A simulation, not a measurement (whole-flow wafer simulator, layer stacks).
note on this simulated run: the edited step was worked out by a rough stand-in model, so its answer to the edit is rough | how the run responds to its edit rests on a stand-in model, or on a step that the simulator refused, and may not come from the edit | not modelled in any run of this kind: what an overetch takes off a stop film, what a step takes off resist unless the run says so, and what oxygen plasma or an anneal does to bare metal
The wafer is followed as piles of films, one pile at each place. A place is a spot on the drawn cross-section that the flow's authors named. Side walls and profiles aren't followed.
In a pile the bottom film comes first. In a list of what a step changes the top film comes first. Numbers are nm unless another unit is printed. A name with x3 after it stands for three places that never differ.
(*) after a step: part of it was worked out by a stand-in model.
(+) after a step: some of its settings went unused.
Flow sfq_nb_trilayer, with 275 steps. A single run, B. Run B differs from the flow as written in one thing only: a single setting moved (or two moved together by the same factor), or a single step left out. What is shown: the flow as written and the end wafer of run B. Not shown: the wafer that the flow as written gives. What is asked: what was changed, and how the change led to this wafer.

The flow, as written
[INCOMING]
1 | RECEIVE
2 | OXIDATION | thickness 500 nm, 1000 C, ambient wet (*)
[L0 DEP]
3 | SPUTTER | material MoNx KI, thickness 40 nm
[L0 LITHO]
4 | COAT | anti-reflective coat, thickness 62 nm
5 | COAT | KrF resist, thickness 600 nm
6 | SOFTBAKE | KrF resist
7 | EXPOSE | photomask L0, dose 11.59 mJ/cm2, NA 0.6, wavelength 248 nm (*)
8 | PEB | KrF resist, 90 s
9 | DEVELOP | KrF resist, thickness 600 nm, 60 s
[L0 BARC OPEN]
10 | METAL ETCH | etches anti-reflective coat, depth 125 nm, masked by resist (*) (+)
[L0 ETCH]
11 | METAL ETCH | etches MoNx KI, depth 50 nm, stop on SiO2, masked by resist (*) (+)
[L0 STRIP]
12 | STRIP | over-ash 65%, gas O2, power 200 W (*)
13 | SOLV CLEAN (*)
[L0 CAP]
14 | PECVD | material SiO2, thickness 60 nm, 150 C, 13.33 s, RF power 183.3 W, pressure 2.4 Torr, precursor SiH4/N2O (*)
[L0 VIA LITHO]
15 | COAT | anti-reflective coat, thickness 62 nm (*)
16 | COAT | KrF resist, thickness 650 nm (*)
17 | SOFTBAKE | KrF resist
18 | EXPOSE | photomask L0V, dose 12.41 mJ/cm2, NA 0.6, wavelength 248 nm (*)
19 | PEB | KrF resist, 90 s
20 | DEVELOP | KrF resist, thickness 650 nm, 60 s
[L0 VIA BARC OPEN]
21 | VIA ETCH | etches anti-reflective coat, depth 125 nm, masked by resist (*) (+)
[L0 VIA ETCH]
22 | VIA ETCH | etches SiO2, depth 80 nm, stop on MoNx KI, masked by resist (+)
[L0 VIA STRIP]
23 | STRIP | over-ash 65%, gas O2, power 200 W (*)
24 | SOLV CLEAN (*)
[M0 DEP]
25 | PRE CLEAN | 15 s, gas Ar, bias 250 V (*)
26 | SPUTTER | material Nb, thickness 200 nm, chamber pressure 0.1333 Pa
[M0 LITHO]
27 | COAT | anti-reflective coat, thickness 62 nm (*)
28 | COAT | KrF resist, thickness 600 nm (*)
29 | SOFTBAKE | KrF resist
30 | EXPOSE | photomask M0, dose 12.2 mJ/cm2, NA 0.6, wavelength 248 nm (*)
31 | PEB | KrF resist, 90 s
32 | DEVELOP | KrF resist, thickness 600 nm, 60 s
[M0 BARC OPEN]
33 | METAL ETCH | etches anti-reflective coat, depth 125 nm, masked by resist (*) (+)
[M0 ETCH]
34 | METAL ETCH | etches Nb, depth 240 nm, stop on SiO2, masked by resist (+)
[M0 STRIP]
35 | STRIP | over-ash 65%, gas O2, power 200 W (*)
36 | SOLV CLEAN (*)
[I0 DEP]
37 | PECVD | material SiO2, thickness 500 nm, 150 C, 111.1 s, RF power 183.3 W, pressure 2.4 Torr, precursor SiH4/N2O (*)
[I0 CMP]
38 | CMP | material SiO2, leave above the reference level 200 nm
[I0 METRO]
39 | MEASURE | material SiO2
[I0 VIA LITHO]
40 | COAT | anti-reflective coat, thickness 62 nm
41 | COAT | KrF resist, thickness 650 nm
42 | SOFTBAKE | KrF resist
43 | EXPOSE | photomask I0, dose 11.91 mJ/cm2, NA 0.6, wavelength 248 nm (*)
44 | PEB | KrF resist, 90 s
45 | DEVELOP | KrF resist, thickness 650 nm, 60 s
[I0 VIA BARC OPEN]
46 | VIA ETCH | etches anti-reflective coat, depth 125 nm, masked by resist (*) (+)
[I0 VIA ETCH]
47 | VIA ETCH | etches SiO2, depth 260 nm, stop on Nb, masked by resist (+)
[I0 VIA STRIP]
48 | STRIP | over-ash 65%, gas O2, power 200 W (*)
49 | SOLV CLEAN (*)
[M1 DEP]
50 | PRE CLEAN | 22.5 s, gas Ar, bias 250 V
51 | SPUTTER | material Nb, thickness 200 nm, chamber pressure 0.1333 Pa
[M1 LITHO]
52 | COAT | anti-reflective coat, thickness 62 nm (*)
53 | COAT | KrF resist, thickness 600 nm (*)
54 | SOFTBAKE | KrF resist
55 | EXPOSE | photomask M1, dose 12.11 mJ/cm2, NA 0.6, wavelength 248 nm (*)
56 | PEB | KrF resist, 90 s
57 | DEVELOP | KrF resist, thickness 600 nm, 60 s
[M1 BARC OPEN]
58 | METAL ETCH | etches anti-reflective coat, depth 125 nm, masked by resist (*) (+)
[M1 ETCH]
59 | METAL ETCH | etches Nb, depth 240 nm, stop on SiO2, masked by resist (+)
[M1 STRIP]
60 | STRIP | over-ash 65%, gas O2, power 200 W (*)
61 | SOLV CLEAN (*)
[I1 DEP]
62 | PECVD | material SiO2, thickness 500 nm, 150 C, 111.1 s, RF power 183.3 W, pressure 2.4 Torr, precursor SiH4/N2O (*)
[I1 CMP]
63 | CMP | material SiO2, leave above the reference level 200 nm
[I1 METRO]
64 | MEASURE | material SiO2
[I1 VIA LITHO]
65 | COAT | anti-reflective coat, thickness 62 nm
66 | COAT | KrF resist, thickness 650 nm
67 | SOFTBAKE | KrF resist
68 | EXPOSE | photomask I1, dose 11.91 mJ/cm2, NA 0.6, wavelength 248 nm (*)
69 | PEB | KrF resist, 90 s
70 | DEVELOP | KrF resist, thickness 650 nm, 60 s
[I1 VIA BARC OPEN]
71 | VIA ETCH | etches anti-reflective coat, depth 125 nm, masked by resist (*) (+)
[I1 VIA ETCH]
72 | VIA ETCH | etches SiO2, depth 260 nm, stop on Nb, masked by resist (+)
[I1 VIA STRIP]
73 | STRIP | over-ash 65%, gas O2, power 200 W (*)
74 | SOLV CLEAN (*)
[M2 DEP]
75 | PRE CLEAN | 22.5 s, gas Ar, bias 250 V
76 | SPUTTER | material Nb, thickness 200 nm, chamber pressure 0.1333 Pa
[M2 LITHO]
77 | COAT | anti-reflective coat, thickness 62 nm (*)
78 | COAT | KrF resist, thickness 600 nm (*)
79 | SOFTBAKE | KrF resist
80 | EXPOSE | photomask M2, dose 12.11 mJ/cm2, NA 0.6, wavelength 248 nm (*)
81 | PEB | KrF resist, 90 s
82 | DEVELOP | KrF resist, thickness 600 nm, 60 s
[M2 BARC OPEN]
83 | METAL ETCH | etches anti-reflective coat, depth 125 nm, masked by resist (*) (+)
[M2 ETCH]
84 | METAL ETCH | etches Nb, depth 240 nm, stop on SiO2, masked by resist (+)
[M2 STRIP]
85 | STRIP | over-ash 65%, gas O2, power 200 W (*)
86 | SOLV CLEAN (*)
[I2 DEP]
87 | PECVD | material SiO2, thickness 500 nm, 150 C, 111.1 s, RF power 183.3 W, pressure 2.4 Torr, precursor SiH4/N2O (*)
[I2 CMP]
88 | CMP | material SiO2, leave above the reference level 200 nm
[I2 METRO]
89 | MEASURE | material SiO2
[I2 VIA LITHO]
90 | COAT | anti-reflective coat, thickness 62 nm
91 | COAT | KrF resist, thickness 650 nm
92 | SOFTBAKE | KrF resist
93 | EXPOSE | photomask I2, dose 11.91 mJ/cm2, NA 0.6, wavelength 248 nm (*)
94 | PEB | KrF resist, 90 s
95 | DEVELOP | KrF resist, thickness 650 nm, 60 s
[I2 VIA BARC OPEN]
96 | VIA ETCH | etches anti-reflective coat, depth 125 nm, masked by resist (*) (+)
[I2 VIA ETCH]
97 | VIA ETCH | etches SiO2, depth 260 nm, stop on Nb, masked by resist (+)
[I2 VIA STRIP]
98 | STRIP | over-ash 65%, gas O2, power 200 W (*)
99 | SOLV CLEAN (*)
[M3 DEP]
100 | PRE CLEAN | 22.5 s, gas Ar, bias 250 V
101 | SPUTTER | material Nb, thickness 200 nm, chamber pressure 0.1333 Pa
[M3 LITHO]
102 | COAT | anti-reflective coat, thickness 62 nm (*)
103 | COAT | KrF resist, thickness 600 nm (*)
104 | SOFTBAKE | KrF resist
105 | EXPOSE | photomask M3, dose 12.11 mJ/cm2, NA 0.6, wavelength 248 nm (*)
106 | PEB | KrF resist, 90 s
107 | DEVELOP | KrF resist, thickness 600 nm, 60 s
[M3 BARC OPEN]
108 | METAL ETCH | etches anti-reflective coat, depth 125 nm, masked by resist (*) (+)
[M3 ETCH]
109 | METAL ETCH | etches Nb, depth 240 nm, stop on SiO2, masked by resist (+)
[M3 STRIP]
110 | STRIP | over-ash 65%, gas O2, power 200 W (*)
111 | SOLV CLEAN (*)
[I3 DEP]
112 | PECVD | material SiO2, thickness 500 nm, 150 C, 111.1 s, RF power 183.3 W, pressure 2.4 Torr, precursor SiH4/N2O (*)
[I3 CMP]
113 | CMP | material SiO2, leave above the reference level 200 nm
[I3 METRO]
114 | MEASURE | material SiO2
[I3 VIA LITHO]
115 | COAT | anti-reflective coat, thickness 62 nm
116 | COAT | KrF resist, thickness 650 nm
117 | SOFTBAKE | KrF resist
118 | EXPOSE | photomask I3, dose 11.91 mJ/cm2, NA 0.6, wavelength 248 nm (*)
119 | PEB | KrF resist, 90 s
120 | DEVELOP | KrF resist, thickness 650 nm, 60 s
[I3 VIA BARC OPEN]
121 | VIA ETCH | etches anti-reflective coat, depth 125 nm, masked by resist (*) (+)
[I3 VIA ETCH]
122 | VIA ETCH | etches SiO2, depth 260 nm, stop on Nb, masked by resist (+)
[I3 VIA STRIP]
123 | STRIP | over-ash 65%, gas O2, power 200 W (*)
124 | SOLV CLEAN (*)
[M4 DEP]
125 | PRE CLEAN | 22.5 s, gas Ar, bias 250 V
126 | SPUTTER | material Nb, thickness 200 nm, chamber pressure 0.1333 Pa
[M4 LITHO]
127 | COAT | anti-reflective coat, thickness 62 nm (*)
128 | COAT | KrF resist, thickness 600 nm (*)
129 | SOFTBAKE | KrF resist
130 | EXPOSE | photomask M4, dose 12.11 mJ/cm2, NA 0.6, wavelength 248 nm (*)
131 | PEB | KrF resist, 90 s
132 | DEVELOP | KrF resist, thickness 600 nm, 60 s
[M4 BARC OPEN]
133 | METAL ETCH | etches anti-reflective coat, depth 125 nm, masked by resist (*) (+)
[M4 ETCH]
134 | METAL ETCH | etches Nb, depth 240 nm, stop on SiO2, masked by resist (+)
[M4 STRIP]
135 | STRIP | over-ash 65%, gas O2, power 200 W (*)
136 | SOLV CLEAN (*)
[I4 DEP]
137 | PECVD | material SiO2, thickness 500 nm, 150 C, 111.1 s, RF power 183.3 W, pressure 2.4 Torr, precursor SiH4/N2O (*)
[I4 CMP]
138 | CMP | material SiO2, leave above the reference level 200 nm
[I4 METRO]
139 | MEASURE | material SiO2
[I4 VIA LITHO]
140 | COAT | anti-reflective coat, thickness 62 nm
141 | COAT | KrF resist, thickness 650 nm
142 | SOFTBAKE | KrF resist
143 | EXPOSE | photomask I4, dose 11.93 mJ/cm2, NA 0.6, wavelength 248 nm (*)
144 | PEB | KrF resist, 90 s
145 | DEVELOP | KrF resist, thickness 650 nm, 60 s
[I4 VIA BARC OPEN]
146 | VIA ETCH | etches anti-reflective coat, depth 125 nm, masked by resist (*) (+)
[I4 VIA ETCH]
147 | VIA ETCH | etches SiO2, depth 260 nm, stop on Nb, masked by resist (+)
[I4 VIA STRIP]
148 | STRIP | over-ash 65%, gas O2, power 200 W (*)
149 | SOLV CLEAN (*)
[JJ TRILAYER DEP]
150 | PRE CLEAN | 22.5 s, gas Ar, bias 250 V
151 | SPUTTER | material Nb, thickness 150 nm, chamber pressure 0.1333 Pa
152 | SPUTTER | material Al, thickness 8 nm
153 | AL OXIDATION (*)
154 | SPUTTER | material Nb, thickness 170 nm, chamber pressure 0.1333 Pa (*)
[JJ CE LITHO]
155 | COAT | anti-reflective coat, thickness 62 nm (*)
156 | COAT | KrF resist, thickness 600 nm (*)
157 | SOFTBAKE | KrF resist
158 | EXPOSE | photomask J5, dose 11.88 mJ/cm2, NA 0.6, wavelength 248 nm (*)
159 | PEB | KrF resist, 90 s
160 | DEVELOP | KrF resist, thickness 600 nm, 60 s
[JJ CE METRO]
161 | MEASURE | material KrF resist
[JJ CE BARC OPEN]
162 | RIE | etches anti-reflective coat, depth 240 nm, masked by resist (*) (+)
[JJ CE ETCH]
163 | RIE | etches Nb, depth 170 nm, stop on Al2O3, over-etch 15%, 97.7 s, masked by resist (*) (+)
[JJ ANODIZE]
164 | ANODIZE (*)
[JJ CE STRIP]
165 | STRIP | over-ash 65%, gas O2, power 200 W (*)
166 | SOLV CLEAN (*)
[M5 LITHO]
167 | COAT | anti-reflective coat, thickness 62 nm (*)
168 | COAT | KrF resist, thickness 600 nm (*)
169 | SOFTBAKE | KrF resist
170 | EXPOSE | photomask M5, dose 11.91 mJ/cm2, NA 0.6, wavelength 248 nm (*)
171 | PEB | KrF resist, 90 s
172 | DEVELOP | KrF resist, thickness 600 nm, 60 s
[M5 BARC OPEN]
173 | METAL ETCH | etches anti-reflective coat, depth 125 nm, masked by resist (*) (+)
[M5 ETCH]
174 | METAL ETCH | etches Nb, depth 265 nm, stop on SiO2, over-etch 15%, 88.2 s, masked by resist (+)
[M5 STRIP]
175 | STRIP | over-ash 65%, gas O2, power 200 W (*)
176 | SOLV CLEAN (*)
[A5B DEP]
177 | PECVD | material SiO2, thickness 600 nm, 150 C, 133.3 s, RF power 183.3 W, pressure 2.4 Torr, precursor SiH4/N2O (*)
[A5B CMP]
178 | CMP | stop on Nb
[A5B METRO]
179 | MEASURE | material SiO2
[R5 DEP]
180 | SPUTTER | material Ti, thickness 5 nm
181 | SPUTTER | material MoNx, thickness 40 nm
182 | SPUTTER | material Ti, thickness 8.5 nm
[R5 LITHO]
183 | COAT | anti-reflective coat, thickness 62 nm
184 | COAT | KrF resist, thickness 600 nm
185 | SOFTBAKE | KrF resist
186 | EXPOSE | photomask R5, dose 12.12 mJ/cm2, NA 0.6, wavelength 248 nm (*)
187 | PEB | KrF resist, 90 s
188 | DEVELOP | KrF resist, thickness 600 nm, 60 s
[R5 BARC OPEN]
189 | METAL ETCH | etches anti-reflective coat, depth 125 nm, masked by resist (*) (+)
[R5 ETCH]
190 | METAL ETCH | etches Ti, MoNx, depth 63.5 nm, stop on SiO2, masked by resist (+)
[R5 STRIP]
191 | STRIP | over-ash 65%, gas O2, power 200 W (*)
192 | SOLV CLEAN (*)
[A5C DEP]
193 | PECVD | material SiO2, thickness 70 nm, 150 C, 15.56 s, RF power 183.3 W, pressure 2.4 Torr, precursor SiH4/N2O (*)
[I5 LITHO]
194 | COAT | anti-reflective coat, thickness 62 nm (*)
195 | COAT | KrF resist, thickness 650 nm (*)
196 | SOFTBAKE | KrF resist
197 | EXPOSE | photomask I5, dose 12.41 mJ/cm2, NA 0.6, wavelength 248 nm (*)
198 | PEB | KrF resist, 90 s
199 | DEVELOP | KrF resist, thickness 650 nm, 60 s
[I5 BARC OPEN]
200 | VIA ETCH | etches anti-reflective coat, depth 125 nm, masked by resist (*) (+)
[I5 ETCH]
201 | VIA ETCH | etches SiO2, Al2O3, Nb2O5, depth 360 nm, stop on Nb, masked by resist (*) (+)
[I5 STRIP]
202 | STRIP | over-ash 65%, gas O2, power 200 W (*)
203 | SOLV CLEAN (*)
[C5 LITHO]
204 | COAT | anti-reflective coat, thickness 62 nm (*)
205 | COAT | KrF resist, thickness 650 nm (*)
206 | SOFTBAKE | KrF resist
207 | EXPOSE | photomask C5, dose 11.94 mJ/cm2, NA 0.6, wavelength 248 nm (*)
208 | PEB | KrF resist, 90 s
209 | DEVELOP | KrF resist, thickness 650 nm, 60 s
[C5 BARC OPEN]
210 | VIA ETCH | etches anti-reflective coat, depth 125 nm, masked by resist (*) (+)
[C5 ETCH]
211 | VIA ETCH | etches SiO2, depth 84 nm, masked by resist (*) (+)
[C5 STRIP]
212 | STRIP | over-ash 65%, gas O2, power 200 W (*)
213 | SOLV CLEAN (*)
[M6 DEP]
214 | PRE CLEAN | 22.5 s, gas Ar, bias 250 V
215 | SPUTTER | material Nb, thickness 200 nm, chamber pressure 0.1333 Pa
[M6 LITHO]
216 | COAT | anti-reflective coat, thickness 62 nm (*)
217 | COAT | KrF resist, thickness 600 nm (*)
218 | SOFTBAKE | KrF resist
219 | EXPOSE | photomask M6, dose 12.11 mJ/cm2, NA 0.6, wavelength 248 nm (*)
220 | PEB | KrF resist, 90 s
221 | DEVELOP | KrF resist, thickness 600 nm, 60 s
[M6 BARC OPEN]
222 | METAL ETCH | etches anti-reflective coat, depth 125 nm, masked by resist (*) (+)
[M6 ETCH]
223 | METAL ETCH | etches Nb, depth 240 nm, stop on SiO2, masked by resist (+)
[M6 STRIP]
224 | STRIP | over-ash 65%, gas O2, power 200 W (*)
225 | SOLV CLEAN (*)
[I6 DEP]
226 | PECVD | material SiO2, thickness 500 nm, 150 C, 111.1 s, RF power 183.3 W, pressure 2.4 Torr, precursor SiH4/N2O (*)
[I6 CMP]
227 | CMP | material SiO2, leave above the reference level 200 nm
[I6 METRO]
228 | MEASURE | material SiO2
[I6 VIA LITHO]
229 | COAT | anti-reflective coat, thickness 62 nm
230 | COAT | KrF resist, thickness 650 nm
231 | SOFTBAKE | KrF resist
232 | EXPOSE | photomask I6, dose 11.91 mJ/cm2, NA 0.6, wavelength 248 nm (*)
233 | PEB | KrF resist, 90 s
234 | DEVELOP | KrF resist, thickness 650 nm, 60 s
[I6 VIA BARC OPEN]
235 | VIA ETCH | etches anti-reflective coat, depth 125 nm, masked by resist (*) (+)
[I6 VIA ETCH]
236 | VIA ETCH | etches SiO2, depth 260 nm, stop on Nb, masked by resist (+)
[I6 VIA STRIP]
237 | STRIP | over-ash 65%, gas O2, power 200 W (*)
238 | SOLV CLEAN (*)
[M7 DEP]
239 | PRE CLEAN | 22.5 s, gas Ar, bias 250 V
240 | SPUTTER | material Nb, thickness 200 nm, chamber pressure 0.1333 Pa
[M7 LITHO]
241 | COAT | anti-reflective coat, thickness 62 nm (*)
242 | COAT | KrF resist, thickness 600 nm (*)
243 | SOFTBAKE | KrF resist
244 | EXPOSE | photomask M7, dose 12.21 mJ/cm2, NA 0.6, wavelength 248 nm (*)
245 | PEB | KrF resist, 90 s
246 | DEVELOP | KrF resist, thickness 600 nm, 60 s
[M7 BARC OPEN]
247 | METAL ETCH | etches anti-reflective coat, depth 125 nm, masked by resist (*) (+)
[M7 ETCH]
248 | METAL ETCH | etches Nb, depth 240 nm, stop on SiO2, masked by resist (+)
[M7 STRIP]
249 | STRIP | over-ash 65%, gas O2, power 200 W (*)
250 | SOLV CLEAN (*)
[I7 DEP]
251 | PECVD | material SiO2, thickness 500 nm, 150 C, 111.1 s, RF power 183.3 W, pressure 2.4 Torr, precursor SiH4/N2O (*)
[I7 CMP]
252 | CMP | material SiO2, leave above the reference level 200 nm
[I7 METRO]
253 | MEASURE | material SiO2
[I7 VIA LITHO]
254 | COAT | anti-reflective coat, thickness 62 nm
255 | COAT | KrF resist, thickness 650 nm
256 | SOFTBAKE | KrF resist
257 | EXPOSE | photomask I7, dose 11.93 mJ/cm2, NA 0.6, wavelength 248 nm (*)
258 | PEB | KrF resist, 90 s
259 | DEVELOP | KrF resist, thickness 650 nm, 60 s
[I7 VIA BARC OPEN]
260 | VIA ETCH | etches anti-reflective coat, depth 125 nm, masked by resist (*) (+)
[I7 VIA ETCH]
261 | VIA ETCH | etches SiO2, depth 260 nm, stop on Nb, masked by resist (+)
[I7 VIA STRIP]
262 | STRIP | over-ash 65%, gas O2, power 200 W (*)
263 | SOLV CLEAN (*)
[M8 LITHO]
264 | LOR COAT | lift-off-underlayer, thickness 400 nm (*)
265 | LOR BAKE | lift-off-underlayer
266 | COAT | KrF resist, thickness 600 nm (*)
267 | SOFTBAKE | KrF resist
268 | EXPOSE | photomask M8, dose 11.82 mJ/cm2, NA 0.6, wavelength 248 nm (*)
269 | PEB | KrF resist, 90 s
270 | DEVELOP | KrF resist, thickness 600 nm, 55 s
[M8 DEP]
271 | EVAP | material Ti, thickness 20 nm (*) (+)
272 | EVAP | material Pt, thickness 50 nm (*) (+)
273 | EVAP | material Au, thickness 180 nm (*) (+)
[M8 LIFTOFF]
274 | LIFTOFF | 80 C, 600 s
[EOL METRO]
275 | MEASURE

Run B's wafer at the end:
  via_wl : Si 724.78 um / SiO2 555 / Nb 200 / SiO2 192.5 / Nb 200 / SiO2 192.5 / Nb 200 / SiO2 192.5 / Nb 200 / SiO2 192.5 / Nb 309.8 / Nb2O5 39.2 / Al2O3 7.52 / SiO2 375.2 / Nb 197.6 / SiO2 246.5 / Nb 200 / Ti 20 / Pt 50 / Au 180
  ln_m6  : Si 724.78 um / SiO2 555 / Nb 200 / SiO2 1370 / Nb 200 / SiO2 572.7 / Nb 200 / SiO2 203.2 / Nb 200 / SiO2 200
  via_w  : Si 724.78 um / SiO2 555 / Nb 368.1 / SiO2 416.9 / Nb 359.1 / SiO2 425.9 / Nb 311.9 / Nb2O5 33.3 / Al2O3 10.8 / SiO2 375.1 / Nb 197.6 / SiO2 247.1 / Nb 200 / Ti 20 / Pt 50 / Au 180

The reason: step 177, PECVD: thickness 330 nm was run, while the flow as written has thickness 600 nm; step 177, PECVD: 73.33 s was run, where the flow has 133.3 s.

How this came from the change, step by step:
  177 | PECVD | material SiO2, thickness 600 nm, 150 C, 133.3 s, RF power 183.3 W, pressure 2.4 Torr, precursor SiH4/N2O (*)
      v_sur, via_sp, via_v and 47 more: +330 SiO2 (new film) (as written it would have been: +600 SiO2 (new film))
      field_l, p4_fl, p4_fm and 39 more: +330 SiO2 (as written it would have been: +600 SiO2)
      (and at 14 other places as well)
  178 | CMP | stop on Nb
      field_l, p4_fl, p4_fm and 39 more: nothing (as written it would have been: -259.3 SiO2)
      r_sur, res, r_end, moat, field_r, lsp_l: nothing (as written it would have been: -252.3 SiO2)
      (and at 58 other places as well)
  180 | SPUTTER | material Ti, thickness 5 nm
      via_wl, via_wr: +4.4 Ti (new film) (as written it would have been: +5 Ti (new film))
  181 | SPUTTER | material MoNx, thickness 40 nm
      via_wl, via_wr: +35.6 MoNx (new film) (as written it would have been: +40 MoNx (new film))
  182 | SPUTTER | material Ti, thickness 8.5 nm
      via_wl, via_wr: +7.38 Ti (new film) (as written it would have been: +8.5 Ti (new film))
  183 | COAT | anti-reflective coat, thickness 62 nm
      field_l, p3_s0: +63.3 anti-reflective coat (new film) (as written it would have been: +62 anti-reflective coat (new film))
      wl_b_m5, wl_e_m5: +58.9 anti-reflective coat (new film) (as written it would have been: +62 anti-reflective coat (new film))
      (and at 19 other places as well)
  184 | COAT | KrF resist, thickness 600 nm
      via_w: +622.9 KrF resist (new film) (as written it would have been: +600 KrF resist (new film))
  188 | DEVELOP | KrF resist, thickness 600 nm, 60 s
      via_w: -621.6 KrF resist (all of it) (as written it would have been: -598.7 KrF resist (all of it))
  189 | METAL ETCH | etches anti-reflective coat, depth 125 nm, masked by resist (*) (+)
      field_l, p3_s0: -63.3 anti-reflective coat (all of it) (as written it would have been: -62 anti-reflective coat (all of it))
      wl_b_m5, wl_e_m5: -58.9 anti-reflective coat (all of it) (as written it would have been: -62 anti-reflective coat (all of it))
      (and at 17 other places as well)
  190 | METAL ETCH | etches Ti, MoNx, depth 63.5 nm, stop on SiO2, masked by resist (+)
      via_wl, via_wr: -7.38 Ti (all of it), -35.6 MoNx (all of it), -4.4 Ti (all of it) (as written it would have been: -8.5 Ti (all of it), -40 MoNx (all of it), -5 Ti (all of it))
  191 | STRIP | over-ash 65%, gas O2, power 200 W (*)
      be_r: -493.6 KrF resist (all of it), -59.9 anti-reflective coat (all of it) (as written it would have been: -498.2 KrF resist (all of it), -62 anti-reflective coat (all of it))
      r_sur: -499.8 KrF resist (all of it), -66 anti-reflective coat (all of it) (as written it would have been: -498.2 KrF resist (all of it), -62 anti-reflective coat (all of it))
  194 | COAT | anti-reflective coat, thickness 62 nm (*)
      wl_b_m5, wl_e_m5, wl_g_m5: +58.9 anti-reflective coat (new film) (as written it would have been: +62 anti-reflective coat (new film))
      m5r_space_l, m5r_space_r: +64.2 anti-reflective coat (new film) (as written it would have been: +62 anti-reflective coat (new film))
      (and at 18 other places as well)
  195 | COAT | KrF resist, thickness 650 nm (*)
      via_w: +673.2 KrF resist (new film) (as written it would have been: +650.6 KrF resist (new film))
  202 | STRIP | over-ash 65%, gas O2, power 200 W (*)
      m5r_space_l, m5r_space_r: -336.2 KrF resist (all of it), -64.2 anti-reflective coat (all of it) (as written it would have been: -333.1 KrF resist (all of it), -62 anti-reflective coat (all of it))
      m5r_linepad_l, m5r_linepad_r: -331.7 KrF resist (all of it), -58.4 anti-reflective coat (all of it) (as written it would have been: -333.1 KrF resist (all of it), -62 anti-reflective coat (all of it))
      (and at 19 other places as well)
  204 | COAT | anti-reflective coat, thickness 62 nm (*)
      wl_b_m5, wl_e_m5, wl_g_m5: +58.9 anti-reflective coat (new film) (as written it would have been: +62 anti-reflective coat (new film))
      m5r_space_l, m5r_space_r: +64.2 anti-reflective coat (new film) (as written it would have been: +62 anti-reflective coat (new film))
      (and at 18 other places as well)
  205 | COAT | KrF resist, thickness 650 nm (*)
      via_w: +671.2 KrF resist (new film) (as written it would have been: +648.6 KrF resist (new film))
  ... 5 further steps ...
  227 | CMP | material SiO2, leave above the reference level 200 nm
      field_l, p4_fl, p4_fm and 35 more: -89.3 SiO2 (as written it would have been: -100 SiO2)
      ln_m6, wl_a_m6, wl_c_m6, wl_f_m6: -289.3 SiO2 (as written it would have been: -300 SiO2)
      (and at 14 other places as well)
